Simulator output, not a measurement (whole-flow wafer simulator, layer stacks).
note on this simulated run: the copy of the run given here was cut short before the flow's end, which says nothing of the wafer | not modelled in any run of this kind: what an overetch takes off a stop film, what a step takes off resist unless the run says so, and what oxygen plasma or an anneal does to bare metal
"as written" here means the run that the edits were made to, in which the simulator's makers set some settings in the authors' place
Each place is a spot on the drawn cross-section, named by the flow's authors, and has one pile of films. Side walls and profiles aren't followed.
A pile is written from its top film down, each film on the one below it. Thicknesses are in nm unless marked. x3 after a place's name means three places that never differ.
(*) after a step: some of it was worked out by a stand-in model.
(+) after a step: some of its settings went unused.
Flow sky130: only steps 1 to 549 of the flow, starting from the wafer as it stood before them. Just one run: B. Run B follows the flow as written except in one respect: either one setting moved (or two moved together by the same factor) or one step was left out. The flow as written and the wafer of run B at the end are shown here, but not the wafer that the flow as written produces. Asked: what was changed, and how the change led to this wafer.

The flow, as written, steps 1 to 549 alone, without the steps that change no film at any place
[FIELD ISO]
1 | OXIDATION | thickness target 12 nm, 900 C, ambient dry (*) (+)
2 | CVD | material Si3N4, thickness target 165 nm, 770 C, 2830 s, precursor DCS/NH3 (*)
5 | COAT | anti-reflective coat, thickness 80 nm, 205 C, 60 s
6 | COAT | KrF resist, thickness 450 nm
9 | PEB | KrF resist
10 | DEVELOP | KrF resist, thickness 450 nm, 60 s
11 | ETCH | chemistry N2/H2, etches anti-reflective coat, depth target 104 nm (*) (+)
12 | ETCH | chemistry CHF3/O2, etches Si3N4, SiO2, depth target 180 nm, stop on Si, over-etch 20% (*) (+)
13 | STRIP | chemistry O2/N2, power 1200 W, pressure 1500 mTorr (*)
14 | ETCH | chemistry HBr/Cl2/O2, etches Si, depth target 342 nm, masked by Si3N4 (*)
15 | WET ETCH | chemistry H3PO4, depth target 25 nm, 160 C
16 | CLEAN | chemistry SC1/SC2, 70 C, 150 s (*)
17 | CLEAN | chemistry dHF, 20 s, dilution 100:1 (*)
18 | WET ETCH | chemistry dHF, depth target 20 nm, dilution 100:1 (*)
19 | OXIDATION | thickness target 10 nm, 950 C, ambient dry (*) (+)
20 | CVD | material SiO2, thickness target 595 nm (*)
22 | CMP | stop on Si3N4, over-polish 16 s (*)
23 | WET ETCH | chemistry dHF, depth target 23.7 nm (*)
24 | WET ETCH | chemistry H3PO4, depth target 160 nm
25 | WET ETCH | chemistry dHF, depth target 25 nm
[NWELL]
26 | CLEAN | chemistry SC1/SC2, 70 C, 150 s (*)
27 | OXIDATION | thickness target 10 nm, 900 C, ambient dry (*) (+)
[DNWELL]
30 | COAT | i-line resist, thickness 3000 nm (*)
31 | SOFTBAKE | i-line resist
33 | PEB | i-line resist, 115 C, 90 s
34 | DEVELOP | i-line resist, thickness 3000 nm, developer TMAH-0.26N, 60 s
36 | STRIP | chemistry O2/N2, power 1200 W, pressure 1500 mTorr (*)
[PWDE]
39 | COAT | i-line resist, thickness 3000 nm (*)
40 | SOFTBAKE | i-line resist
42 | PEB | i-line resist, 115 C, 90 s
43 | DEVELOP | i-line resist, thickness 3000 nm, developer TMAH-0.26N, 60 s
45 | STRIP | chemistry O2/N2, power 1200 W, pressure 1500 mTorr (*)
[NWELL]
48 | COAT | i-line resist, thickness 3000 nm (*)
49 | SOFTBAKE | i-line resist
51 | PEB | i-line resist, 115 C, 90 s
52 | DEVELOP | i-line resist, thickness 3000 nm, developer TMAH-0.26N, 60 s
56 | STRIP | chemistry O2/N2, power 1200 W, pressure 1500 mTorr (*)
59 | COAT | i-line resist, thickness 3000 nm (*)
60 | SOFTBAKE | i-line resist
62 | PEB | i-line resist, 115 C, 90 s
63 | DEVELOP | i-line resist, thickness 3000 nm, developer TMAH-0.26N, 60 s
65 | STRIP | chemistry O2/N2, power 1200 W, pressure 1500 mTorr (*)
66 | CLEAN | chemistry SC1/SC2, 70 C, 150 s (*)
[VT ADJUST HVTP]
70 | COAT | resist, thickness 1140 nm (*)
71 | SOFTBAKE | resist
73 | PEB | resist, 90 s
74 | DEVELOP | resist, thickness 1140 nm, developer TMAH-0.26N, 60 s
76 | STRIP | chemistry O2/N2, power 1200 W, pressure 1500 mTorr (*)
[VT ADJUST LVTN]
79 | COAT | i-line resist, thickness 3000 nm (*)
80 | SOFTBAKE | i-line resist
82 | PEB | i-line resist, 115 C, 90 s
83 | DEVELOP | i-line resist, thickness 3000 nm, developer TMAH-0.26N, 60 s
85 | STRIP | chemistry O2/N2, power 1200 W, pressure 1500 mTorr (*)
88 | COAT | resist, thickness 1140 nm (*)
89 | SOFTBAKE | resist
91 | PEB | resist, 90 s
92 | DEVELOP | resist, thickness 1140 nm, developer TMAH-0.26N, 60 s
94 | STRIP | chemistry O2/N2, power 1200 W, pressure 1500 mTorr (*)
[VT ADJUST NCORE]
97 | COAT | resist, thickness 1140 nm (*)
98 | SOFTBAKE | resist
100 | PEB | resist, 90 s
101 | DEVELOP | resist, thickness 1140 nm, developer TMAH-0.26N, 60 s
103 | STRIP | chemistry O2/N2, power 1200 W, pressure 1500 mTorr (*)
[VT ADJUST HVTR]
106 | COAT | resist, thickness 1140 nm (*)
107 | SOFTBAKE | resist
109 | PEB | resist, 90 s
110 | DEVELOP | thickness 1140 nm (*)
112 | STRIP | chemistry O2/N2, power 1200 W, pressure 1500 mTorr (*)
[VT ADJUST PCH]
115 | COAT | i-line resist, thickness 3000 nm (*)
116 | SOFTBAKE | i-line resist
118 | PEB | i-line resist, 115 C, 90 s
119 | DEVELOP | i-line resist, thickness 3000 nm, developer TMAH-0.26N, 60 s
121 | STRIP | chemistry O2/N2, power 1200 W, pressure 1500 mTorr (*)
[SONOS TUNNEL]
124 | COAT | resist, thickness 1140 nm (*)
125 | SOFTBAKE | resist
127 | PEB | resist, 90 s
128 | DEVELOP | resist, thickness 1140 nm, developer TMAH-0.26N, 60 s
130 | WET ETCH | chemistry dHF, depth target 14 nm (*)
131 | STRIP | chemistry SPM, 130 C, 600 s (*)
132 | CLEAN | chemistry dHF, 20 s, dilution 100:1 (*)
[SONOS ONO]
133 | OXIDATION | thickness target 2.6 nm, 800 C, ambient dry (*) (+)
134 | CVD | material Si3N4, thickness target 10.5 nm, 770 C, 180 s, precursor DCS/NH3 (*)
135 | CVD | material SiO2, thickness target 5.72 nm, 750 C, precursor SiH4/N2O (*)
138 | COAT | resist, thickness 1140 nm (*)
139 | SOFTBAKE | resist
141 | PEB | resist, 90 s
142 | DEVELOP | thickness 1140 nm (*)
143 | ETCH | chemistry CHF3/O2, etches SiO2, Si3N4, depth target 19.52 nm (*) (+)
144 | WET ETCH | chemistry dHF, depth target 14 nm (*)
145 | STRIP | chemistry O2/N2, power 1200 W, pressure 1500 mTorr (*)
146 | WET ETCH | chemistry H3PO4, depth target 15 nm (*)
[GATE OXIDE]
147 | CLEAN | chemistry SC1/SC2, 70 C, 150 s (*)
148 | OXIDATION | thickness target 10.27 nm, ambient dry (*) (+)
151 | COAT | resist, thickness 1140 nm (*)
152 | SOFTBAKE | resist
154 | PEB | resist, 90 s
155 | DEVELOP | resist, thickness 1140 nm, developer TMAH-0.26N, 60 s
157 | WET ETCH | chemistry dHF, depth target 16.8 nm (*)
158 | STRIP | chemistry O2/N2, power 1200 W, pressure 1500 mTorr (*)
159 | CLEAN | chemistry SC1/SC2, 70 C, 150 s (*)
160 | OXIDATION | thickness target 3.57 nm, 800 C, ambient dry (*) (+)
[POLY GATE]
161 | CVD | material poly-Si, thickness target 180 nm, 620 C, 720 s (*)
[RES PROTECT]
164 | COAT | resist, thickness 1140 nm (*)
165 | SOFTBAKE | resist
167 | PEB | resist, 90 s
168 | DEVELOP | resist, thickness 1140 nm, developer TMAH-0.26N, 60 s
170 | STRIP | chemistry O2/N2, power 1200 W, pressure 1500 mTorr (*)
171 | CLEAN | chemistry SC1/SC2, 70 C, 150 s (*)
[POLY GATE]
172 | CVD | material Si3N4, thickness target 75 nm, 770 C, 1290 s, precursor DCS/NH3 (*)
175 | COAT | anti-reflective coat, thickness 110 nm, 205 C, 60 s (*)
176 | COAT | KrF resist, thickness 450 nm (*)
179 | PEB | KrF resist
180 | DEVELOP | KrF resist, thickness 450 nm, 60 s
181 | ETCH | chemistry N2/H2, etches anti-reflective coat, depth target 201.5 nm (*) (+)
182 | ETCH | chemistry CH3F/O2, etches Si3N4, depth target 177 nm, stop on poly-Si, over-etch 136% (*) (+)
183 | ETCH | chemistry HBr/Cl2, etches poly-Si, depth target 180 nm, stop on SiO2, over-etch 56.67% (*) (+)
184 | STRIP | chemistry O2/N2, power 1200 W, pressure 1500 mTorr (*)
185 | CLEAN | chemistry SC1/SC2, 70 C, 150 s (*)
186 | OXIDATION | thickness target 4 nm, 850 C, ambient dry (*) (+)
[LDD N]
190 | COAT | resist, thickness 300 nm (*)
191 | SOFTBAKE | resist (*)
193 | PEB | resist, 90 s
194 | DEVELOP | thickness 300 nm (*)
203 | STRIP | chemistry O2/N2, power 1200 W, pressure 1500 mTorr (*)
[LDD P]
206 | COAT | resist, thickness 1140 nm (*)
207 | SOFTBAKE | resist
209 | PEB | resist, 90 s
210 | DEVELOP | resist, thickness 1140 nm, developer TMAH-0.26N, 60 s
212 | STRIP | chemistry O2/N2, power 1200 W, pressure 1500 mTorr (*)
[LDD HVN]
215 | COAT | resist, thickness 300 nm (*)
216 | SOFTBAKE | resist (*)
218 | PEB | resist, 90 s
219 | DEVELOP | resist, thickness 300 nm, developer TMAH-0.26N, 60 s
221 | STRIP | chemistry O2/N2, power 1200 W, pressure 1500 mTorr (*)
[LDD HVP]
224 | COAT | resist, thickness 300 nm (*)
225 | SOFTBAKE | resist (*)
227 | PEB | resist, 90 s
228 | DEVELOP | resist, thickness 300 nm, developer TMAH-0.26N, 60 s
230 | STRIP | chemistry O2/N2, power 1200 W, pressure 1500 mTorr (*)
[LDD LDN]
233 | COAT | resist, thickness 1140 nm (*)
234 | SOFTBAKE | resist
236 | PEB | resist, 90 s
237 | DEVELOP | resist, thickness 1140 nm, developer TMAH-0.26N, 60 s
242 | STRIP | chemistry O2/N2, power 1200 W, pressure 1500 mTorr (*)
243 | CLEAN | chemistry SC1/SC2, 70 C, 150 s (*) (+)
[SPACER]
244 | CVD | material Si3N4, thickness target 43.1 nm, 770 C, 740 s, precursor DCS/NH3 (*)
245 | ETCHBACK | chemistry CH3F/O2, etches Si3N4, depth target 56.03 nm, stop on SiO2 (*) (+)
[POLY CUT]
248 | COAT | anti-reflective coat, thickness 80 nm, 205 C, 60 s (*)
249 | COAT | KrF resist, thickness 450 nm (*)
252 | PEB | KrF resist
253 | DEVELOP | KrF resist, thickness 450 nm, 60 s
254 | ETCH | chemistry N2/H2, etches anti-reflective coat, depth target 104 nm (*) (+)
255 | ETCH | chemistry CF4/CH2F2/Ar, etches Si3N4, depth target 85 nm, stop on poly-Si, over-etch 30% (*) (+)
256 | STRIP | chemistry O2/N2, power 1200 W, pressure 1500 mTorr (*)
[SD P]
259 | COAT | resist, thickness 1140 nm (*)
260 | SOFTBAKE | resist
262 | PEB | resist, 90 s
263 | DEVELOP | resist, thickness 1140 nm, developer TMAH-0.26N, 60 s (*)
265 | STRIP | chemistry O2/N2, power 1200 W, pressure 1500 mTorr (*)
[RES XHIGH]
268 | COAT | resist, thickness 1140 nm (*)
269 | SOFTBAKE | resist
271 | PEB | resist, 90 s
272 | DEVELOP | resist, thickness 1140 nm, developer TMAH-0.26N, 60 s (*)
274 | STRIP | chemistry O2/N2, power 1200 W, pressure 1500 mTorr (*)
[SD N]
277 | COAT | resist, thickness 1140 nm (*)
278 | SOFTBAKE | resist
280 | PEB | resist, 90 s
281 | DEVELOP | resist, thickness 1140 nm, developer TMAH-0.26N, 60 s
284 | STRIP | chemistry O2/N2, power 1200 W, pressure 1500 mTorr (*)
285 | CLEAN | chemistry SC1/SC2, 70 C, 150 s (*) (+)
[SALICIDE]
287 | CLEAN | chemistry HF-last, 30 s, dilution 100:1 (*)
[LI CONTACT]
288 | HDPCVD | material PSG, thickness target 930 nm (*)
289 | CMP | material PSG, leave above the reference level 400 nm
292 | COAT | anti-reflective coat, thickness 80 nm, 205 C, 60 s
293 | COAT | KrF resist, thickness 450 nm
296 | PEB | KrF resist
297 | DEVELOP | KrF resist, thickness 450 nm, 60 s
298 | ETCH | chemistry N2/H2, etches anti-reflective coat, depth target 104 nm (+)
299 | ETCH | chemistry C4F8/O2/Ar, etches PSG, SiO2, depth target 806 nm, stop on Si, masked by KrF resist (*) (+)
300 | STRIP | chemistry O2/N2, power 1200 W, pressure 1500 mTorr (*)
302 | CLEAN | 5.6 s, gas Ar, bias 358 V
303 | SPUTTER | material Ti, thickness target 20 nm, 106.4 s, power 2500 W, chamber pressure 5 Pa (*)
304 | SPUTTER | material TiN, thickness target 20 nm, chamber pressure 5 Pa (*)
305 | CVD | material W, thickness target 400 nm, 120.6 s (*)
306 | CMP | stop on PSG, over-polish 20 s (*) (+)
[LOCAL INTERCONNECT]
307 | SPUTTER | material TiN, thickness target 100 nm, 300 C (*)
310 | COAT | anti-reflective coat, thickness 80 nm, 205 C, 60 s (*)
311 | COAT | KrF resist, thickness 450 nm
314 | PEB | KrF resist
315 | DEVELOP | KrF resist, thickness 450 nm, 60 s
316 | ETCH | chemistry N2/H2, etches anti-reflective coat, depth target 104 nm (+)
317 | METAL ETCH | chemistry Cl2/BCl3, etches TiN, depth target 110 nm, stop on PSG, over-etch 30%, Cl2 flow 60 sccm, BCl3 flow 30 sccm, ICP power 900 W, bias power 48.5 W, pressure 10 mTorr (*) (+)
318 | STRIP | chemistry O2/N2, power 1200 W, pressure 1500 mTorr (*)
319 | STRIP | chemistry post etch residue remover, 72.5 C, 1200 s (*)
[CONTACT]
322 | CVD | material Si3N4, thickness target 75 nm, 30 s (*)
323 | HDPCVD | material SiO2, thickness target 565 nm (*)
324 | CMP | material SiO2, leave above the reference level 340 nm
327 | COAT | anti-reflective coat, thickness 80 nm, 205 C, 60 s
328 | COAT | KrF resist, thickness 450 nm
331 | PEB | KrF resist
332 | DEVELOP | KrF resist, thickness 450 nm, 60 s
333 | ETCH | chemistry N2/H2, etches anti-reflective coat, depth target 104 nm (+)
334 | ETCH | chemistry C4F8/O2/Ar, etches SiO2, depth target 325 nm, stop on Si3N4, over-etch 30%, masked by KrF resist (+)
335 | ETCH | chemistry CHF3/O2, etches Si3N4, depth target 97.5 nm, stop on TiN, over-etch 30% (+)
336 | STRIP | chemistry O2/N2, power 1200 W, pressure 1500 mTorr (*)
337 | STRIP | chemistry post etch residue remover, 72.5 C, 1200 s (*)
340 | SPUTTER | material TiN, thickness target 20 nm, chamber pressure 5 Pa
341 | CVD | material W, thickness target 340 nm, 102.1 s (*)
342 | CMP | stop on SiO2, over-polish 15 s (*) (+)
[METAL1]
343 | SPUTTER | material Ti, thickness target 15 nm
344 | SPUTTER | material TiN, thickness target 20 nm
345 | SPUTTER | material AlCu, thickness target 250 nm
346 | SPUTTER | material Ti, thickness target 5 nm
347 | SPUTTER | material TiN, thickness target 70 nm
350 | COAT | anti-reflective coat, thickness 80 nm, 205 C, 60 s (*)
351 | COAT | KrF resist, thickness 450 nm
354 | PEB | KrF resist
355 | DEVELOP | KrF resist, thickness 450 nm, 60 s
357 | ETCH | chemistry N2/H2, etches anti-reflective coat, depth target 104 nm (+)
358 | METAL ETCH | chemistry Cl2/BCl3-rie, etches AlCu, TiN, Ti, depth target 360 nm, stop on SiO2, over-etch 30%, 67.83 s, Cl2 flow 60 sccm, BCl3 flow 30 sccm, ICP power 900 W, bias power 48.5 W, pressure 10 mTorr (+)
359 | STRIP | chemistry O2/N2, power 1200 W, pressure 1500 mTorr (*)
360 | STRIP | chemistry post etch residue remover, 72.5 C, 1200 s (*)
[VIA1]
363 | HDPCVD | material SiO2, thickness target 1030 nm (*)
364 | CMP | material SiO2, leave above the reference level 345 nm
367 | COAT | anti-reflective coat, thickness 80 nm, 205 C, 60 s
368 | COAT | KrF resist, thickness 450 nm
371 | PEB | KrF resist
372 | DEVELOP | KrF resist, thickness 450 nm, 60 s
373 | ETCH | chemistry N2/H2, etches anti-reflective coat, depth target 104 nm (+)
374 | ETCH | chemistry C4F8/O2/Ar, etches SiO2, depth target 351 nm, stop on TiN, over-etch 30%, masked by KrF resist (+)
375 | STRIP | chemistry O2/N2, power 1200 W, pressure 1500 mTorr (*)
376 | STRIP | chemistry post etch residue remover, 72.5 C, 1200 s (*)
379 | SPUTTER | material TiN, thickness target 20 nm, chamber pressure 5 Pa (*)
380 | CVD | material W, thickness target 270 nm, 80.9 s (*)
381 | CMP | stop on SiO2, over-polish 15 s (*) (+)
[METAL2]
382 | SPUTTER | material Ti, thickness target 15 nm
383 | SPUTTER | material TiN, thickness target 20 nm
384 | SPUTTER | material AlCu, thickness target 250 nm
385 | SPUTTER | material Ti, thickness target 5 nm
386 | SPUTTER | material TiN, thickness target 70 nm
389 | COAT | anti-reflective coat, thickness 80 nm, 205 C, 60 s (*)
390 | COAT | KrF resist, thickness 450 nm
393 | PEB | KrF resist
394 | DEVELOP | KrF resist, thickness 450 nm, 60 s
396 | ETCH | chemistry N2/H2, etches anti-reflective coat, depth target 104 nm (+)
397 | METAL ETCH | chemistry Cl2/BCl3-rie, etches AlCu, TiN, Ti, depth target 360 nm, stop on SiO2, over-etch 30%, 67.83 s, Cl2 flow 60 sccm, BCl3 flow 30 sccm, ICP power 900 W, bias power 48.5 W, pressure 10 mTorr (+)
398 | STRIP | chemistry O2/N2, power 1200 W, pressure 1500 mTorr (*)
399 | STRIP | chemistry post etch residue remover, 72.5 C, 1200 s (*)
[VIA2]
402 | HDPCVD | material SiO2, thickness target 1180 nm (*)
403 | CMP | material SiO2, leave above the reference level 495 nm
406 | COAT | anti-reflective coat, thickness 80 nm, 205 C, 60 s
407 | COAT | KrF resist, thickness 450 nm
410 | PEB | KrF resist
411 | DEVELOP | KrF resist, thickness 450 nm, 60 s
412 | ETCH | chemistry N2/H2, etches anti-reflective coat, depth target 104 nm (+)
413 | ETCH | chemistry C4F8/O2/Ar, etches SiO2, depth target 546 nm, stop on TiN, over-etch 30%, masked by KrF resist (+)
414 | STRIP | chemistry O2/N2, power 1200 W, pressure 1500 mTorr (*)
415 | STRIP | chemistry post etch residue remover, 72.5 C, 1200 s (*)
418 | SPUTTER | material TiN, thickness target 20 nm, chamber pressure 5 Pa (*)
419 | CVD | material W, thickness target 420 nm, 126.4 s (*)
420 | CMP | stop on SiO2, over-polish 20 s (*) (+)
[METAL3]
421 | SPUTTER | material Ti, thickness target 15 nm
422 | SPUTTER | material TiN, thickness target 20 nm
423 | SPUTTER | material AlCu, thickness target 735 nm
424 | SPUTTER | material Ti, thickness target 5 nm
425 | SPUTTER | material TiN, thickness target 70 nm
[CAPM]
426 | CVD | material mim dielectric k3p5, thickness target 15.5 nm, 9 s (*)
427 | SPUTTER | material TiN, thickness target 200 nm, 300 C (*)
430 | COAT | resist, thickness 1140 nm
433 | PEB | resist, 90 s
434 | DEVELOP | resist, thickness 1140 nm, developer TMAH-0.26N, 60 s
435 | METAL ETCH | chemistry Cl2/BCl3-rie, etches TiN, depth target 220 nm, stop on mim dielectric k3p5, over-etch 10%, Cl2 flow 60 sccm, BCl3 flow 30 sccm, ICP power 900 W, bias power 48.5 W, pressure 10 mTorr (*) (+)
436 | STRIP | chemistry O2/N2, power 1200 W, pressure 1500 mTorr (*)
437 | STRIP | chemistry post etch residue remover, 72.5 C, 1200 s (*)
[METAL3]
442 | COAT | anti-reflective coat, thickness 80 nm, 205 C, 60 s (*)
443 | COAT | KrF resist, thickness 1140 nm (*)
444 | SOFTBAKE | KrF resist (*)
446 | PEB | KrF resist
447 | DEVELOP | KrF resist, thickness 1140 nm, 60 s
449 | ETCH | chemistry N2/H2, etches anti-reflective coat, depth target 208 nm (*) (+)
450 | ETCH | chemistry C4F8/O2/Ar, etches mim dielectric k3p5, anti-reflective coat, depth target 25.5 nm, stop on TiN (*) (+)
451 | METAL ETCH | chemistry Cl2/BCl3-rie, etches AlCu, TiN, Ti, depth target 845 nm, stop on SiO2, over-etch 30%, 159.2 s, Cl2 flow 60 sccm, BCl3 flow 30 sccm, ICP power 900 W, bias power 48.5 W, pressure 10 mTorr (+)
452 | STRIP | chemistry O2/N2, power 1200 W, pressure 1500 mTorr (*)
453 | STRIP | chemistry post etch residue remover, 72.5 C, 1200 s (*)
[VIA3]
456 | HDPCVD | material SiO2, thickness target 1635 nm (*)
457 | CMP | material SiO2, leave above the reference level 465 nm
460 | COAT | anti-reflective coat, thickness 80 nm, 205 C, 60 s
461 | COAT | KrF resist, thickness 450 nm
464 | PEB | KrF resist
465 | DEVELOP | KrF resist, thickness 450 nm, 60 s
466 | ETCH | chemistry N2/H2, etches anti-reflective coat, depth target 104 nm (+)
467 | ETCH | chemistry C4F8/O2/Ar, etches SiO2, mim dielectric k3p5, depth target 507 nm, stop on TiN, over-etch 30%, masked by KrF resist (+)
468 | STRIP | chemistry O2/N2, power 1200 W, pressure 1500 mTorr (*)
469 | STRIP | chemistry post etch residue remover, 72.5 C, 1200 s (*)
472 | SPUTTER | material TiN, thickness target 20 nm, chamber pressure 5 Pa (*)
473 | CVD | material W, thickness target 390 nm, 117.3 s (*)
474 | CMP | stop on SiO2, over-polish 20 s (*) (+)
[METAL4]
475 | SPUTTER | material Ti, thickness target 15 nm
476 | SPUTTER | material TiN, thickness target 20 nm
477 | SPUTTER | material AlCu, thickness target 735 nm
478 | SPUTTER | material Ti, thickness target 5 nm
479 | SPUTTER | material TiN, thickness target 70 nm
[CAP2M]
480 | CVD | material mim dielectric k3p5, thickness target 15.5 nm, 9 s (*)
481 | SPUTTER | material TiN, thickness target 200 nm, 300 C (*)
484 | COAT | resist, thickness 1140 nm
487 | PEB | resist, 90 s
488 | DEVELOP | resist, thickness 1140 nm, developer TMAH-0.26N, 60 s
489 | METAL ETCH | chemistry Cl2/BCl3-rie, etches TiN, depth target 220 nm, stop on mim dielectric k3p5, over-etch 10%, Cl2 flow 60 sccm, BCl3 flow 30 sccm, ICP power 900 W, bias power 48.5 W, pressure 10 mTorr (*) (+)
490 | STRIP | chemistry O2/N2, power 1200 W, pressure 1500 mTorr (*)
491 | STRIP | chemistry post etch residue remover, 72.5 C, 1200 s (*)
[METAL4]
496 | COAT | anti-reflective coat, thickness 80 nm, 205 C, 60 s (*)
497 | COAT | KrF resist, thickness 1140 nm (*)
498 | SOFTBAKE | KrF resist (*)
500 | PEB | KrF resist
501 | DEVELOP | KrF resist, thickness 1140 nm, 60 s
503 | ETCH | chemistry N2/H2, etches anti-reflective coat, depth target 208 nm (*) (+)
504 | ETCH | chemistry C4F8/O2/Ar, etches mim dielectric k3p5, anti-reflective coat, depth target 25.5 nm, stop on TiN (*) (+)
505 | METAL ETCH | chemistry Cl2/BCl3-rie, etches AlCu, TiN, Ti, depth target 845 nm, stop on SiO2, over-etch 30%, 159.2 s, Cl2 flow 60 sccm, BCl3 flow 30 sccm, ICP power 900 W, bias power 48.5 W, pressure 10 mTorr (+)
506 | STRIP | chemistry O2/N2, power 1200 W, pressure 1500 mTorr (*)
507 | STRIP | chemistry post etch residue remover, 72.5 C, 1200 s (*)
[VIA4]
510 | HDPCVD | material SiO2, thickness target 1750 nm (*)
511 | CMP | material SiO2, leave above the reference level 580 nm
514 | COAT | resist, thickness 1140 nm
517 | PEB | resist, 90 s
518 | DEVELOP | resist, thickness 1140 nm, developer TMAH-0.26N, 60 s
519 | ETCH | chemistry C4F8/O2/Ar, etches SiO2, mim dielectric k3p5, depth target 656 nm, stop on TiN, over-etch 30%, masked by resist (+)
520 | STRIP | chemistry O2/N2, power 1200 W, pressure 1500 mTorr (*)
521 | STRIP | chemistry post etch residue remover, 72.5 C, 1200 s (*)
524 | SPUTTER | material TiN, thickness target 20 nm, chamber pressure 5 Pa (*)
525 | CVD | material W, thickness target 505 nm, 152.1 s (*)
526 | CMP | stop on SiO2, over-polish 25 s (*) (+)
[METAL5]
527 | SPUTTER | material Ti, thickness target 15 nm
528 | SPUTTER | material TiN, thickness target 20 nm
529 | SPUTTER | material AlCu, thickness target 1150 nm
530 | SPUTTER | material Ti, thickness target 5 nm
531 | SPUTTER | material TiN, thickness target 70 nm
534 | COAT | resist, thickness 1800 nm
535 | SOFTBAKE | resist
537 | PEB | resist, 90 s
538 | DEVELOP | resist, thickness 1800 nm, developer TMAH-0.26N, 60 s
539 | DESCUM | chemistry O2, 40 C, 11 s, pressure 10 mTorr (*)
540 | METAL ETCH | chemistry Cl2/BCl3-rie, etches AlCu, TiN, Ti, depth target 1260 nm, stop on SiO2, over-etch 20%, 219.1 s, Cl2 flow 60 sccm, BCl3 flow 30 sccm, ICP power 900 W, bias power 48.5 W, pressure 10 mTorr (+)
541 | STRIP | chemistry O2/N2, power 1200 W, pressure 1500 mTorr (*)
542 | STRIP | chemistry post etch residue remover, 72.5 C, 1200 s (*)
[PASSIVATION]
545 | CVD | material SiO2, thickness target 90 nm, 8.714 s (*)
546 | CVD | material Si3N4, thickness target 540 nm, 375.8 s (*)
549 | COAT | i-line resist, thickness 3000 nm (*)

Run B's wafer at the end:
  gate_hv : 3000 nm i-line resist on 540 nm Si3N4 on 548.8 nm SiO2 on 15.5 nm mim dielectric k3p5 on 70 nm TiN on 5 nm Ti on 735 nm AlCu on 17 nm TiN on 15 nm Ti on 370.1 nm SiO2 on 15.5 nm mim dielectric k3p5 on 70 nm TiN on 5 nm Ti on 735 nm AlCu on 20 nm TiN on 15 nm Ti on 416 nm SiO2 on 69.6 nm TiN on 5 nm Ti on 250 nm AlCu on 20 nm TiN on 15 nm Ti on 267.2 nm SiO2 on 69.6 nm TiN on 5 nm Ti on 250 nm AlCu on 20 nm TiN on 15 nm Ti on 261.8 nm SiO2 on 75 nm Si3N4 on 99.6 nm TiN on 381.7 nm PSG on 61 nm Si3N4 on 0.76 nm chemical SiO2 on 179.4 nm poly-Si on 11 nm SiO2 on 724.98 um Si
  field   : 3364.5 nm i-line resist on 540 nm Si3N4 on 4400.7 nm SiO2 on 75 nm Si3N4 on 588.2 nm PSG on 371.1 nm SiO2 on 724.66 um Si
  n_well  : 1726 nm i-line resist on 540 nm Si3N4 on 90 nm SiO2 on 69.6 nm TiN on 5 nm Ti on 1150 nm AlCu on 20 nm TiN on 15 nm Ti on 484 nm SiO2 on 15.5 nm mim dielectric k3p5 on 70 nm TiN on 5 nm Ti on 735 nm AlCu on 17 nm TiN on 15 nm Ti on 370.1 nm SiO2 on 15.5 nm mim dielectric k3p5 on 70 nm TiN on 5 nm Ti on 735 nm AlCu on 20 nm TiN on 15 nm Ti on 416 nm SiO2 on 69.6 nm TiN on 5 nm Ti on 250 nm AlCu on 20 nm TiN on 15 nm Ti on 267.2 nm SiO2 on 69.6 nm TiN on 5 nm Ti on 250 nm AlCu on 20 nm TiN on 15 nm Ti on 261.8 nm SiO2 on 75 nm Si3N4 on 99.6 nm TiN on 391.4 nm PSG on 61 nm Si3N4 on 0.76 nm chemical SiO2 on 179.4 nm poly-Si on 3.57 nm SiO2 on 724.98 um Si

Cause: step 476, SPUTTER: thickness target 17 nm was run, though the flow has thickness target 20 nm.
The wafer lets one read it off: gate_hv has TiN 17, and step 476 as written asks for 20 nm.

The path from the change to this, step by step:
  476 | SPUTTER | material TiN, thickness target 20 nm
      field, active, n_well and 189 more: +17 TiN (new film) (as written it would have been: +20 TiN (new film))
  505 | METAL ETCH | chemistry Cl2/BCl3-rie, etches AlCu, TiN, Ti, depth target 845 nm, stop on SiO2, over-etch 30%, 159.2 s, Cl2 flow 60 sccm, BCl3 flow 30 sccm, ICP power 900 W, bias power 48.5 W, pressure 10 mTorr (+)
      field, active, gate and 66 more: -70 TiN (all of it), -5 Ti (all of it), -735 AlCu (all of it), -17 TiN (all of it), -15 Ti (all of it), -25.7 SiO2 (as written it would have been: -70 TiN (all of it), -5 Ti (all of it), -735 AlCu (all of it), -20 TiN (all of it), -15 Ti (all of it), -25.4 SiO2)
      vpp_iso1, m1_ln, rpo_hd and 6 more: -70 TiN (all of it), -5 Ti (all of it), -735 AlCu (all of it), -17 TiN (all of it), -15 Ti (all of it), -25.6 SiO2 (as written it would have been: -70 TiN (all of it), -5 Ti (all of it), -735 AlCu (all of it), -20 TiN (all of it), -15 Ti (all of it), -25.3 SiO2)
      (as well as at 10 more places)
